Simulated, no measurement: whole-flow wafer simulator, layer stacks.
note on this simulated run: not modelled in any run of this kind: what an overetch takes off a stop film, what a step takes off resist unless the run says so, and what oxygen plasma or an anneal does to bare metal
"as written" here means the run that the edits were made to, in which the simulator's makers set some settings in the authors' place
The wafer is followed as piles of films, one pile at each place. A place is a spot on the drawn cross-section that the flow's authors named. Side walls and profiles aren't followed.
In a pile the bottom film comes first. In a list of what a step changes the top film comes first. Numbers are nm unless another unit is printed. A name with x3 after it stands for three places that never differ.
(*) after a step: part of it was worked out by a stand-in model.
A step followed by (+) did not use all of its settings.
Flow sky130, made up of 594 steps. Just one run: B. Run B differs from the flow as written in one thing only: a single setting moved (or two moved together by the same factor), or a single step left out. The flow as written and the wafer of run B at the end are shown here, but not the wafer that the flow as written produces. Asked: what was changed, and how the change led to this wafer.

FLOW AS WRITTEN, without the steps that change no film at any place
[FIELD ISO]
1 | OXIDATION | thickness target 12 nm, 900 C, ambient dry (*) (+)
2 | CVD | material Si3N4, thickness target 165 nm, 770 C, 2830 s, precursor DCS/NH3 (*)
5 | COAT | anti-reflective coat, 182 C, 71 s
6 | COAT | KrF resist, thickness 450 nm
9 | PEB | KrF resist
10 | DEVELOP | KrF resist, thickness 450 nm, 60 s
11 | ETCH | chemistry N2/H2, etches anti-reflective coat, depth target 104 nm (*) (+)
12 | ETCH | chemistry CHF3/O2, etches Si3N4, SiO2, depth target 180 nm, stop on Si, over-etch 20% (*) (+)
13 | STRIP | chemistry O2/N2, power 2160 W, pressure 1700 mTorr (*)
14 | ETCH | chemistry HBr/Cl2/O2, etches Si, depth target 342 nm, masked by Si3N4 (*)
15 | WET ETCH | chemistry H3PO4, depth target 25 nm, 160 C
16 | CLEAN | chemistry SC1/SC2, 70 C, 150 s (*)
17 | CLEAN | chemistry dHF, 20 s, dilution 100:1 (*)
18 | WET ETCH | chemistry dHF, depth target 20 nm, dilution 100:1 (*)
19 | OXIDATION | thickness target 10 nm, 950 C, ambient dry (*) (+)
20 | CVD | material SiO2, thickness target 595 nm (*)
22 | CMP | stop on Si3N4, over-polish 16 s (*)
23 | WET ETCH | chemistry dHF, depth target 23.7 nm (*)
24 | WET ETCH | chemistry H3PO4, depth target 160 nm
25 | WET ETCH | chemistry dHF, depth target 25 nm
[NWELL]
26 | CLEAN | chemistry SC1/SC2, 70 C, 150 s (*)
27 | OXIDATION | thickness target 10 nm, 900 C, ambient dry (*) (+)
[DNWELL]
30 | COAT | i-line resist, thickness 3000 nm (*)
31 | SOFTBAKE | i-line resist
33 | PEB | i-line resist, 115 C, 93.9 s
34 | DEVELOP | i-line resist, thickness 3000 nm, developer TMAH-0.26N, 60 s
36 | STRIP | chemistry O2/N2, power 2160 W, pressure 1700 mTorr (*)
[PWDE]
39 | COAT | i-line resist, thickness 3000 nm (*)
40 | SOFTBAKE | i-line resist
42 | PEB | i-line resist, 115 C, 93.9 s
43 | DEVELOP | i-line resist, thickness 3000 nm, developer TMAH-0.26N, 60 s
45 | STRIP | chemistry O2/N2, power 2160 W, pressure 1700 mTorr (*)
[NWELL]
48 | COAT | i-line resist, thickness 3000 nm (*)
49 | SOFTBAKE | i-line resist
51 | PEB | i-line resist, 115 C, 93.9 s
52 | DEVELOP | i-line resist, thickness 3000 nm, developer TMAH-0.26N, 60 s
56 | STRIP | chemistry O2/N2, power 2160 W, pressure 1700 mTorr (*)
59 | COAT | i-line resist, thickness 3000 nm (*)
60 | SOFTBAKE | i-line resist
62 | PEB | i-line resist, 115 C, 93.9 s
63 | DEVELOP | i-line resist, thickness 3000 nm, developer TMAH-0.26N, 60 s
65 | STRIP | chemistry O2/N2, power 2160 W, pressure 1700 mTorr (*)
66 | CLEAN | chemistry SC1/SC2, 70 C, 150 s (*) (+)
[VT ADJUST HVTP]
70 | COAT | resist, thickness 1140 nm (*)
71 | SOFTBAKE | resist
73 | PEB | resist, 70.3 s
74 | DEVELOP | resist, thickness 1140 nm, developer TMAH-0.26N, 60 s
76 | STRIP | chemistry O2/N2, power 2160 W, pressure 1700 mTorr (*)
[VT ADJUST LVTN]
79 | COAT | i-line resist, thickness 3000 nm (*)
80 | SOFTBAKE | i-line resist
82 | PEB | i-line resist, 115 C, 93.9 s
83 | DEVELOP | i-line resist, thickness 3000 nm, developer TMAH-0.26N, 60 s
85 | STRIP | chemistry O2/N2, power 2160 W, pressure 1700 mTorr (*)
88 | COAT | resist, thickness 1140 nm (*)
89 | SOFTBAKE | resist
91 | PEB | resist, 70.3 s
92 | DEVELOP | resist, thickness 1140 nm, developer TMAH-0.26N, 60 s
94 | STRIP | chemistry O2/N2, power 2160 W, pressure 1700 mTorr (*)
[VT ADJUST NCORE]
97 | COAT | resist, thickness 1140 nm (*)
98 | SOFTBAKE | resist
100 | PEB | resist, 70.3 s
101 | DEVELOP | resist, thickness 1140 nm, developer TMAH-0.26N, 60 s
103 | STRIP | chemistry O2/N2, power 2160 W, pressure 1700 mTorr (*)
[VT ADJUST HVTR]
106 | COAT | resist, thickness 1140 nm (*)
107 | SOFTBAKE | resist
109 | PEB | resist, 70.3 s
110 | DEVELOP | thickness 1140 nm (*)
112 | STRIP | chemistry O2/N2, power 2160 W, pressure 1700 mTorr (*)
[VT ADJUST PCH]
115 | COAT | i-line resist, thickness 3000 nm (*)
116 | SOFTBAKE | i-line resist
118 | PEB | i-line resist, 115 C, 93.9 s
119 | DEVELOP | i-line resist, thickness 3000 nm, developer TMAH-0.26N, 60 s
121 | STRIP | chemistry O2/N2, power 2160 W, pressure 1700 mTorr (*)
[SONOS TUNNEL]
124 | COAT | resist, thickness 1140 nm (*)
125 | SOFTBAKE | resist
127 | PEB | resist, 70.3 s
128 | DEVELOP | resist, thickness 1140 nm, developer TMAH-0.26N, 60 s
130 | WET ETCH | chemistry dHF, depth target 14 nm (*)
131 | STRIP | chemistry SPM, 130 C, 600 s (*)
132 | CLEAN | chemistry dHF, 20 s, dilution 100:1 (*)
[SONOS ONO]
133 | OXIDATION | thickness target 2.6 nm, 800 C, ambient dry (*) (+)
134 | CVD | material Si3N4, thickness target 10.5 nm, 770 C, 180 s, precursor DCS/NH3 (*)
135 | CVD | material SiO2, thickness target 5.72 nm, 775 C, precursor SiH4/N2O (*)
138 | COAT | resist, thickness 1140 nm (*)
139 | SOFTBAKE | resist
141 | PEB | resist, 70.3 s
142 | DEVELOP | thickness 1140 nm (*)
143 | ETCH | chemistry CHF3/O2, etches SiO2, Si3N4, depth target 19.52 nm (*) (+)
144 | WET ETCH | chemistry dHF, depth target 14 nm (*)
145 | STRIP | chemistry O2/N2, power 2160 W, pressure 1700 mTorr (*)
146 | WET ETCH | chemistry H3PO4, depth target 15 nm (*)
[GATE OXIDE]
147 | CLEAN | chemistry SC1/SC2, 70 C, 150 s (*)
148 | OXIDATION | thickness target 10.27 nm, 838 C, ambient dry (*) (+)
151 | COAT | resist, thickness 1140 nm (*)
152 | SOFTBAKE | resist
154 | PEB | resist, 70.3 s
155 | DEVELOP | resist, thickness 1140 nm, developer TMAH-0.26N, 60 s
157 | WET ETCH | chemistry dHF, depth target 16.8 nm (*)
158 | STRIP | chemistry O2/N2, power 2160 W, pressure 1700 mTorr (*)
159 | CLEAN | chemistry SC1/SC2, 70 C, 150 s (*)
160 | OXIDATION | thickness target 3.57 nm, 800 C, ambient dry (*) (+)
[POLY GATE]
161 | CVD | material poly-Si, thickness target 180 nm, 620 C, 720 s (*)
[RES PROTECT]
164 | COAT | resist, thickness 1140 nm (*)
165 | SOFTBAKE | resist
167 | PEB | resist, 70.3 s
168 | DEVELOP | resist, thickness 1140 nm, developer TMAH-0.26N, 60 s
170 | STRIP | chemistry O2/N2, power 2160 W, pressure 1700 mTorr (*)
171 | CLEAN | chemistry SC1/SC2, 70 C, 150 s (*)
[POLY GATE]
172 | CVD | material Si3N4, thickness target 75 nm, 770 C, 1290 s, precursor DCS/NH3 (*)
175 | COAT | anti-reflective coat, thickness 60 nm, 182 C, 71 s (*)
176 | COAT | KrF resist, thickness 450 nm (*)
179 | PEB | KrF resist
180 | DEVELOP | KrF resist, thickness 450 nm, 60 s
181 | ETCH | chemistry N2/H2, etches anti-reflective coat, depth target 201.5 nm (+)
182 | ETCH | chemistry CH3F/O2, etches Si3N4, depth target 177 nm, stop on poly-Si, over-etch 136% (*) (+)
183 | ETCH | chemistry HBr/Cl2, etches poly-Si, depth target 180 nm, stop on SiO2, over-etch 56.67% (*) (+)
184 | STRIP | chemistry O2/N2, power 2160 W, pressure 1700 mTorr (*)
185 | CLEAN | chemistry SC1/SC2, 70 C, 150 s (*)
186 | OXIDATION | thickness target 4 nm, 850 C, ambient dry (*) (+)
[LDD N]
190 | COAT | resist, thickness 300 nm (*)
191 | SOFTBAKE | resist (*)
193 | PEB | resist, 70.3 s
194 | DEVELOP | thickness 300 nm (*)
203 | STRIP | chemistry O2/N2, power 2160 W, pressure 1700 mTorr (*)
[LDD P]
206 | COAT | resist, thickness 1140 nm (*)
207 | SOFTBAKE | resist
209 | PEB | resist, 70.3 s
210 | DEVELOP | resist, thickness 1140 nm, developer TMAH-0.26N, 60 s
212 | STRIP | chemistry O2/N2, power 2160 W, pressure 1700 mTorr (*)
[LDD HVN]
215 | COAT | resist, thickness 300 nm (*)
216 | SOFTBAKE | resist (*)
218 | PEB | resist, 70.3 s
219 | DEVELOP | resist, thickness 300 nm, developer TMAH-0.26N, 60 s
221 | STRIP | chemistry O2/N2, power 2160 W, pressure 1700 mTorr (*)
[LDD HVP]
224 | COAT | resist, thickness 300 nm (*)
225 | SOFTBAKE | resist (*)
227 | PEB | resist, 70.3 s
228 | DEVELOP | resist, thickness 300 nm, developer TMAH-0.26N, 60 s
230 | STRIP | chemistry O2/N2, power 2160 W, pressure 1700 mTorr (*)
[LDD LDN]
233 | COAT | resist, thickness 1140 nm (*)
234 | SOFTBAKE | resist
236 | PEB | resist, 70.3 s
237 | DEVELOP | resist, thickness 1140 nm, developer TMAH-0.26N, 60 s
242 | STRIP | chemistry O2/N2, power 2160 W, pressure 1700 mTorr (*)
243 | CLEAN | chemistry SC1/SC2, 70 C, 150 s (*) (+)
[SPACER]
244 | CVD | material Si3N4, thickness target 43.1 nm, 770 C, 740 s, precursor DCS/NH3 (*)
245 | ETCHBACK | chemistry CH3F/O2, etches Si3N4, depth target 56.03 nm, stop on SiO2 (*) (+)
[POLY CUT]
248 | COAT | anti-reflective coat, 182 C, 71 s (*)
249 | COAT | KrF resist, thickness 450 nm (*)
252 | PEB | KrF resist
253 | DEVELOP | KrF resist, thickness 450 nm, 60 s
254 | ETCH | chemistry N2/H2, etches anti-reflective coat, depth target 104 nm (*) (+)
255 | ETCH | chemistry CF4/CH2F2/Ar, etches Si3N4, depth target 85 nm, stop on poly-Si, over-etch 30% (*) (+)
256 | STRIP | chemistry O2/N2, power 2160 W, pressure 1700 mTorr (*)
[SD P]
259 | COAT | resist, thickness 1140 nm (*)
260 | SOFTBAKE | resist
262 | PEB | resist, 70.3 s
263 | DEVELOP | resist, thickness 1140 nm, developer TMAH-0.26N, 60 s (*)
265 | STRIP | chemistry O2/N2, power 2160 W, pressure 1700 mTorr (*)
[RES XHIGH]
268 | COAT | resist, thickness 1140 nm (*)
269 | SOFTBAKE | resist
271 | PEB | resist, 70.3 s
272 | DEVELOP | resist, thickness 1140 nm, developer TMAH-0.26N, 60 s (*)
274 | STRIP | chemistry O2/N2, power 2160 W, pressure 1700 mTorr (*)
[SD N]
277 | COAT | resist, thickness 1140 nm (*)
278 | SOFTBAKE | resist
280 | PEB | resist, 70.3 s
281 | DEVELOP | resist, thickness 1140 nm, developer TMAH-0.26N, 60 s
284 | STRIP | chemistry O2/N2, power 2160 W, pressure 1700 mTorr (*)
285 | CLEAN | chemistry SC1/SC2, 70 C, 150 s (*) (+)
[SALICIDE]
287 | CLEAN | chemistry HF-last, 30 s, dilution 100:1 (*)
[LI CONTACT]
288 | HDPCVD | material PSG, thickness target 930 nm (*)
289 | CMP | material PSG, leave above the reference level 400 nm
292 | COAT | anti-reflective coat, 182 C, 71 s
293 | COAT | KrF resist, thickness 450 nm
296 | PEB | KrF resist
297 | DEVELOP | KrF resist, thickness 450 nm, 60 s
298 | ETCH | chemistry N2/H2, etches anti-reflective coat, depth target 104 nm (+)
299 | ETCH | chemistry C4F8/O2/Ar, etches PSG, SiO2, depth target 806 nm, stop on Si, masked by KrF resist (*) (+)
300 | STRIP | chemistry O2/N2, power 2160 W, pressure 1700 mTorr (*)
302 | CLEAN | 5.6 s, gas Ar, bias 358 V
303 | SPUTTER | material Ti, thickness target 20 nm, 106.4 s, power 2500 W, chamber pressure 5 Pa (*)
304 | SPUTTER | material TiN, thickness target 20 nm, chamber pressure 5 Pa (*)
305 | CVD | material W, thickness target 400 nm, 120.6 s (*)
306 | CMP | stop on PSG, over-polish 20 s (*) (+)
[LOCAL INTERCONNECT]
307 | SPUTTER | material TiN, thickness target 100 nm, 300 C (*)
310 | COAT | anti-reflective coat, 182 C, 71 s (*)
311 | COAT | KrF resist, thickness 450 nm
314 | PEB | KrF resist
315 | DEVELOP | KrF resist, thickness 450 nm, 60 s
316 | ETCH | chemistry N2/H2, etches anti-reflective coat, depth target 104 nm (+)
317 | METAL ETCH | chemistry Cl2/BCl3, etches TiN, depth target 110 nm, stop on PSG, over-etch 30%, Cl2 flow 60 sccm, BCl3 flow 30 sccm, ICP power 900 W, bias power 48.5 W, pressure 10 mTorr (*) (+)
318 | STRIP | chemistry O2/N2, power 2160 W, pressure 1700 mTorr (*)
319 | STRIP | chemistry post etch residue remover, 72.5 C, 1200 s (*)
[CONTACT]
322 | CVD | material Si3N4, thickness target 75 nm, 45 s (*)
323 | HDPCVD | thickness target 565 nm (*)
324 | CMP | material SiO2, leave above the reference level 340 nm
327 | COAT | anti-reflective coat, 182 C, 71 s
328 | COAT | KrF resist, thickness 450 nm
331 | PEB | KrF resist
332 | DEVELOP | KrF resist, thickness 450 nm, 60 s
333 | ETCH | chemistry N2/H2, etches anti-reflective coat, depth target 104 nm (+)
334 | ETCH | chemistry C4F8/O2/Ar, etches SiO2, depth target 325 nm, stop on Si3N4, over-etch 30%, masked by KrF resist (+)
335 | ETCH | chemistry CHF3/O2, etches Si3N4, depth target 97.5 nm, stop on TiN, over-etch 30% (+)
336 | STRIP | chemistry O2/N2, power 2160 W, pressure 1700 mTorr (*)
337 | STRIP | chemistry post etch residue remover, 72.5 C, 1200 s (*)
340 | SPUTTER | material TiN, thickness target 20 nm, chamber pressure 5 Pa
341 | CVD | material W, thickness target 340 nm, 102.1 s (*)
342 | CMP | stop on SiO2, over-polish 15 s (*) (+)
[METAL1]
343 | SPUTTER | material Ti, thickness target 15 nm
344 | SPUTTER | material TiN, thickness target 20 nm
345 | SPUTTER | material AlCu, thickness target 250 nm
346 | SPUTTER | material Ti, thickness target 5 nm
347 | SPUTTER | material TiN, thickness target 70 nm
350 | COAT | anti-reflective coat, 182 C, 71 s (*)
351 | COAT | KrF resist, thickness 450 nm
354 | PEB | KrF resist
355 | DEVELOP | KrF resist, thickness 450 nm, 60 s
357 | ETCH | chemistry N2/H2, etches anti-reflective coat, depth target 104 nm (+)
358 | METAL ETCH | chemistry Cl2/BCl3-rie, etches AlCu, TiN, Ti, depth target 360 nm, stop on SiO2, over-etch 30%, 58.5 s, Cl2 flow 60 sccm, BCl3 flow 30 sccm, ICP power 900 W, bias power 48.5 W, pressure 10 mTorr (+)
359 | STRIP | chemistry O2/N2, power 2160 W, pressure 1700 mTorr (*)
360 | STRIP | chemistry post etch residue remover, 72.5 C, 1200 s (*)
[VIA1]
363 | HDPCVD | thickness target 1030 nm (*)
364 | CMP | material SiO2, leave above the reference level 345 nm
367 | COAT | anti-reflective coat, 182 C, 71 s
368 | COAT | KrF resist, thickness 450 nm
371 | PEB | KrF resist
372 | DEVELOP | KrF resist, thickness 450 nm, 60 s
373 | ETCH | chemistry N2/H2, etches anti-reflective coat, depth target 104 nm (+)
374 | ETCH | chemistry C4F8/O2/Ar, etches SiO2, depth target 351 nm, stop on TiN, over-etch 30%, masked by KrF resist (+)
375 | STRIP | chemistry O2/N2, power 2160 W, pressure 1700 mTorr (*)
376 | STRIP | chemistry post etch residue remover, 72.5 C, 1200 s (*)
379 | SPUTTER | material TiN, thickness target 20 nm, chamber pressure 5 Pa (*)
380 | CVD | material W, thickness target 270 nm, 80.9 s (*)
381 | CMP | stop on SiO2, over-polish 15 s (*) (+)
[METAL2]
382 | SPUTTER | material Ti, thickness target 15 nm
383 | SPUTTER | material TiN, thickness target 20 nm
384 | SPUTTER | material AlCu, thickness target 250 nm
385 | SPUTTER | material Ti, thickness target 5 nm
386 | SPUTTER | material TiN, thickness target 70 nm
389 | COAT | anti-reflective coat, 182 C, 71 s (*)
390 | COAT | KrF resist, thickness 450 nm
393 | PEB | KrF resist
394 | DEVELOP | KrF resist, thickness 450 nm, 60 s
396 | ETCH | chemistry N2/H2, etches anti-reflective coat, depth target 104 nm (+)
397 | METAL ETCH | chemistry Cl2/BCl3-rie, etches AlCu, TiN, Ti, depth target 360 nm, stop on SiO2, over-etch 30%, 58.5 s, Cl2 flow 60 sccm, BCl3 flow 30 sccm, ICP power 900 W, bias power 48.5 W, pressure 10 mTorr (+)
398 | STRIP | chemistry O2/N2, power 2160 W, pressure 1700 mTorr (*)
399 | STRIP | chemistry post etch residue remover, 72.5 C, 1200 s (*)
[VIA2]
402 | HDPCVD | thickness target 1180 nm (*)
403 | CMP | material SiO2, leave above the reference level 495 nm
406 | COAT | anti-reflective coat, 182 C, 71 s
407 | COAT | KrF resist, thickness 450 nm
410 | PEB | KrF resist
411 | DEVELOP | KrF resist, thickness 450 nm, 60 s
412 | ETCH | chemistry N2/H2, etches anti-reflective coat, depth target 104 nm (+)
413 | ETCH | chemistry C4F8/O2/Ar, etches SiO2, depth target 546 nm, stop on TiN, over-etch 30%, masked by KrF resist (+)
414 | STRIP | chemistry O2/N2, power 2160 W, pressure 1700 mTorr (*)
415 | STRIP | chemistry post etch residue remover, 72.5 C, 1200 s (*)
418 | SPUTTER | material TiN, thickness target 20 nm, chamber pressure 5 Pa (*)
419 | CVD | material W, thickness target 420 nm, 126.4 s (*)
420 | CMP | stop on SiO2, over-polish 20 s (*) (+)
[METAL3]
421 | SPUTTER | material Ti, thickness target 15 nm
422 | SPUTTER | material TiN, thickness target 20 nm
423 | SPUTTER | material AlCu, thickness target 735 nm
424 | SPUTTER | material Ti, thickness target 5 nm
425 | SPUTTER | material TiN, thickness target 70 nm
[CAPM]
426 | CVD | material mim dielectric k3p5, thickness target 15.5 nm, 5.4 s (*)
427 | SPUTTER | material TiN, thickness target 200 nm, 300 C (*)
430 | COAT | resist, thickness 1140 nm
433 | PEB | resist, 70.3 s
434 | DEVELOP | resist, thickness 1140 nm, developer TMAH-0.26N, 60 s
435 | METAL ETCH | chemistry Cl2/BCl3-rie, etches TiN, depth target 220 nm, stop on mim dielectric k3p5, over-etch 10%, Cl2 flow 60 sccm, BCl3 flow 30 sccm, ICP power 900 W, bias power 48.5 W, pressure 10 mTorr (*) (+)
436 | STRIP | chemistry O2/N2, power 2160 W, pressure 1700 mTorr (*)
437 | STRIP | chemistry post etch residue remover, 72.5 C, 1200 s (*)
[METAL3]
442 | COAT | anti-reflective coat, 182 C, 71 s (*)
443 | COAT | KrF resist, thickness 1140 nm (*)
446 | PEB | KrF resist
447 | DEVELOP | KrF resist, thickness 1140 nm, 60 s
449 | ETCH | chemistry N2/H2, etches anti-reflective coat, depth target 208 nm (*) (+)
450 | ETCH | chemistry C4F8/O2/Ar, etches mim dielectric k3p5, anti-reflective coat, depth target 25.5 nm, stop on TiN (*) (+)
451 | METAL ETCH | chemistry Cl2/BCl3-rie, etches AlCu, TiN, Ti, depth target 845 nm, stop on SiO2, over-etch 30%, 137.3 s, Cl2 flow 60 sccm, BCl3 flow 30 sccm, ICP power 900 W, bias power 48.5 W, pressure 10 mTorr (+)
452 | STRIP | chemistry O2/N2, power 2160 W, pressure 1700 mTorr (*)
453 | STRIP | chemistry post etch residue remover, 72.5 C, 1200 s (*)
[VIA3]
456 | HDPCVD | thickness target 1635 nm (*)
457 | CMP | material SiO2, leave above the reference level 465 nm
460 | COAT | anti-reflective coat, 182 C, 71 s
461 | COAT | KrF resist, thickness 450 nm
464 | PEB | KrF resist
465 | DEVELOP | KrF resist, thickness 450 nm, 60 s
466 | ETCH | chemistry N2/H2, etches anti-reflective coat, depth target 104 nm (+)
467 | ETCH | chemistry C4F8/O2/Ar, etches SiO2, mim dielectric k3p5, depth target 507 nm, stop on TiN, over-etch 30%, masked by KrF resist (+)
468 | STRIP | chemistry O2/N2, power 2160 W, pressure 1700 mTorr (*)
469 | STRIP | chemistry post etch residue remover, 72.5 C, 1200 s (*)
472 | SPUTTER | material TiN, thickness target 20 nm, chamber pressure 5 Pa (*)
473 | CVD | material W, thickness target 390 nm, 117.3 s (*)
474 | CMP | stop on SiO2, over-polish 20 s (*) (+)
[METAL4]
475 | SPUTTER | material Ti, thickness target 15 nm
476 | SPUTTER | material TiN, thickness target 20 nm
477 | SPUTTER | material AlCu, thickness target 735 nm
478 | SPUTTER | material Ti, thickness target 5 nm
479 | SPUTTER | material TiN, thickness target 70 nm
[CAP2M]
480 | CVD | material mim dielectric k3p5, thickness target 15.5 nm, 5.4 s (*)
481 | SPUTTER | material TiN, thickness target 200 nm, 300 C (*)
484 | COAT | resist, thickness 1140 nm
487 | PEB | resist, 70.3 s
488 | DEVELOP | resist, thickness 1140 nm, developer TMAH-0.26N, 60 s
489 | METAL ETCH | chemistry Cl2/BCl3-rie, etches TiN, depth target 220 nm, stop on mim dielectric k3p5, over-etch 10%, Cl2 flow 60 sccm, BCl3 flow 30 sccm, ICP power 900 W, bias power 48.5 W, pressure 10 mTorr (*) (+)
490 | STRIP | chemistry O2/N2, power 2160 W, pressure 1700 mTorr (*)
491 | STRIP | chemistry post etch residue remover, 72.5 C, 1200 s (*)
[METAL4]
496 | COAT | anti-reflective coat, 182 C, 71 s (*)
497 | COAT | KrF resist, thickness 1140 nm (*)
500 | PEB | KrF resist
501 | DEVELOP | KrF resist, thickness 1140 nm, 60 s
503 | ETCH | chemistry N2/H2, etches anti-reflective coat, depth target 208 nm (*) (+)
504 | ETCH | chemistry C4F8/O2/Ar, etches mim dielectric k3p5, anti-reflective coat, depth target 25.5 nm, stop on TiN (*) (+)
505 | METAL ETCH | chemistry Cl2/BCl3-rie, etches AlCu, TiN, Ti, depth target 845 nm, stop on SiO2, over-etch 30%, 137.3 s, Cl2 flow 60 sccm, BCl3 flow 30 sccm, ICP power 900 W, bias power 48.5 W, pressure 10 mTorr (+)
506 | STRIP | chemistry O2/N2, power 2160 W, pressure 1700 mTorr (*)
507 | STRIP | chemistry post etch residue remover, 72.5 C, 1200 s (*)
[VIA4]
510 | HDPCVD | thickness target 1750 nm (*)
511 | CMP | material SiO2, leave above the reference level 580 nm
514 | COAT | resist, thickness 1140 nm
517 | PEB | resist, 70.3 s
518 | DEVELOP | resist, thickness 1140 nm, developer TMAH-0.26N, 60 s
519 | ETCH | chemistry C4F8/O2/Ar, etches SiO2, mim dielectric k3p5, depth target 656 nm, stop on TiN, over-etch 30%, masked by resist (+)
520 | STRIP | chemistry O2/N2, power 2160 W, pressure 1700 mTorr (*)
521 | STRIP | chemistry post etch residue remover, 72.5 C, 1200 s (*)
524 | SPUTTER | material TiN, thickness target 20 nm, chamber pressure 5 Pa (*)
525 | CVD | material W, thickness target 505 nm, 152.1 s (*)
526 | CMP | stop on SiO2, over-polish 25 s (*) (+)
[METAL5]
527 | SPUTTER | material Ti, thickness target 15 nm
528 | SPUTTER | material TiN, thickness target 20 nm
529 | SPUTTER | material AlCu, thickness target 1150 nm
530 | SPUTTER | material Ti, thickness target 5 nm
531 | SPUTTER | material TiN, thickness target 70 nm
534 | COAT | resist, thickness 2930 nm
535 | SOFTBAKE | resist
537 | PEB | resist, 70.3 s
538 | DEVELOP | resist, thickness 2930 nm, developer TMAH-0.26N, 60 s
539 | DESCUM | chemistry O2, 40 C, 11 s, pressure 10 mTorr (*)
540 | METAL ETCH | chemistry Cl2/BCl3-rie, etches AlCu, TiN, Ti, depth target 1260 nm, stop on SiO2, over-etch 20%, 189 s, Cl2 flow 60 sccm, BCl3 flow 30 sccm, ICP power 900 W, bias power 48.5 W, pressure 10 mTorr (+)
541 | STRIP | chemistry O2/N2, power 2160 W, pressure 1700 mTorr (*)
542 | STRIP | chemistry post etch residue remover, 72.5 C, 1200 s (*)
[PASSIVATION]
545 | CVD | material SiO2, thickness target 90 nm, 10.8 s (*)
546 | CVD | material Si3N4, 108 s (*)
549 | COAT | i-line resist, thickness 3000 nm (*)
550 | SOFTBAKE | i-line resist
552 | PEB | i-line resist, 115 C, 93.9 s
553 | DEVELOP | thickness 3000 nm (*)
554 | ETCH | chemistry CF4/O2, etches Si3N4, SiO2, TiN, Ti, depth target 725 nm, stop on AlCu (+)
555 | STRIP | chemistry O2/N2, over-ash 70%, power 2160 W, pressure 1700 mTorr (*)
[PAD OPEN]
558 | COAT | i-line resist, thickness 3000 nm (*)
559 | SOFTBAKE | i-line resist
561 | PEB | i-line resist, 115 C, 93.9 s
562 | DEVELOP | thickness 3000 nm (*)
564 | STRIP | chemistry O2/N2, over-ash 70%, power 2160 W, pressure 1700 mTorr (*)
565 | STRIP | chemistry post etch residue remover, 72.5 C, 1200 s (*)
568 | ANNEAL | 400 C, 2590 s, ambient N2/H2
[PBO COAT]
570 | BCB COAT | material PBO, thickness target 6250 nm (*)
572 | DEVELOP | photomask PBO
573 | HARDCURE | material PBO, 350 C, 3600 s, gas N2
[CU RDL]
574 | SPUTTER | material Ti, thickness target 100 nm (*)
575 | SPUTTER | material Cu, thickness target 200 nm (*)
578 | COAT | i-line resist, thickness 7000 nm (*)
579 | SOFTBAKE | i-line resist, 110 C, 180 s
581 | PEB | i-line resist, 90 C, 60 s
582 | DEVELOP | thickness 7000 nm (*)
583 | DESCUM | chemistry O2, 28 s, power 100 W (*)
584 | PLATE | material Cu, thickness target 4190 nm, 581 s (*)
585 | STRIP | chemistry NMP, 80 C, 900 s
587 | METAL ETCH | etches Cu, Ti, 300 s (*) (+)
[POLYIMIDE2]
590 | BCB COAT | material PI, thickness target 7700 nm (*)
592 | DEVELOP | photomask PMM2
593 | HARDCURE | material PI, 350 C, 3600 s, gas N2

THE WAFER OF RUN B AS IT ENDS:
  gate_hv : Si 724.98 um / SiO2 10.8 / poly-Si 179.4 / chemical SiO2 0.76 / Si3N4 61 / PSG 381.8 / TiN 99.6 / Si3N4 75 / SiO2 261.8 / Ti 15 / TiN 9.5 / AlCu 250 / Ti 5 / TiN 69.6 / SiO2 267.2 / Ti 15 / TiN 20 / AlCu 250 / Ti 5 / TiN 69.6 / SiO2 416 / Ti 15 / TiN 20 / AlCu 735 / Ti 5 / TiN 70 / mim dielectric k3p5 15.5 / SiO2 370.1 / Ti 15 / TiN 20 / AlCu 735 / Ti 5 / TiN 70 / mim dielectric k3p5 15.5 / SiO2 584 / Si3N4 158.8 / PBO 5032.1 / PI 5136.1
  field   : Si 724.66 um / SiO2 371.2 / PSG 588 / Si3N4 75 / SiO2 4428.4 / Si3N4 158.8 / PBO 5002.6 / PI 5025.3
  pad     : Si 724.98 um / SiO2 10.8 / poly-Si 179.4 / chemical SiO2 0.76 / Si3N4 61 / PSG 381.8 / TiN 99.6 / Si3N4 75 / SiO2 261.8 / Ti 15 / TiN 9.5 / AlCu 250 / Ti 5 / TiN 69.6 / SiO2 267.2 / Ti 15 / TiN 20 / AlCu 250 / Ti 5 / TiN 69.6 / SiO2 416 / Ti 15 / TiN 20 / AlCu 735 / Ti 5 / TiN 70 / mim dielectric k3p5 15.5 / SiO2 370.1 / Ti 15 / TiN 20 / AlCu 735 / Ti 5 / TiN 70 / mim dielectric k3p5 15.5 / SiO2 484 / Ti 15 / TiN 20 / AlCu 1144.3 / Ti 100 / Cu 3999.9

Cause: step 344, SPUTTER: thickness target 9.5 nm was run, while the flow as written has thickness target 20 nm.
The wafer lets one read it off: gate_hv has TiN 9.5, and step 344 as written asks for 20 nm.

Step by step, how the change led to this:
  344 | SPUTTER | material TiN, thickness target 20 nm
      field, active, n_well and 188 more: +9.5 TiN (new film) (in the flow as written it would be: +20 TiN (new film))
  358 | METAL ETCH | chemistry Cl2/BCl3-rie, etches AlCu, TiN, Ti, depth target 360 nm, stop on SiO2, over-etch 30%, 58.5 s, Cl2 flow 60 sccm, BCl3 flow 30 sccm, ICP power 900 W, bias power 48.5 W, pressure 10 mTorr (+)
      field, active, gate and 81 more: -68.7 TiN (all of it), -5 Ti (all of it), -250 AlCu (all of it), -9.5 TiN (all of it), -15 Ti (all of it), -12 SiO2 (in the flow as written it would be: -68.7 TiN (all of it), -5 Ti (all of it), -250 AlCu (all of it), -20 TiN (all of it), -15 Ti (all of it), -10.9 SiO2)
  364 | CMP | material SiO2, leave above the reference level 345 nm
      field, active, gate and 81 more: -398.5 SiO2 (in the flow as written it would be: -389.1 SiO2)
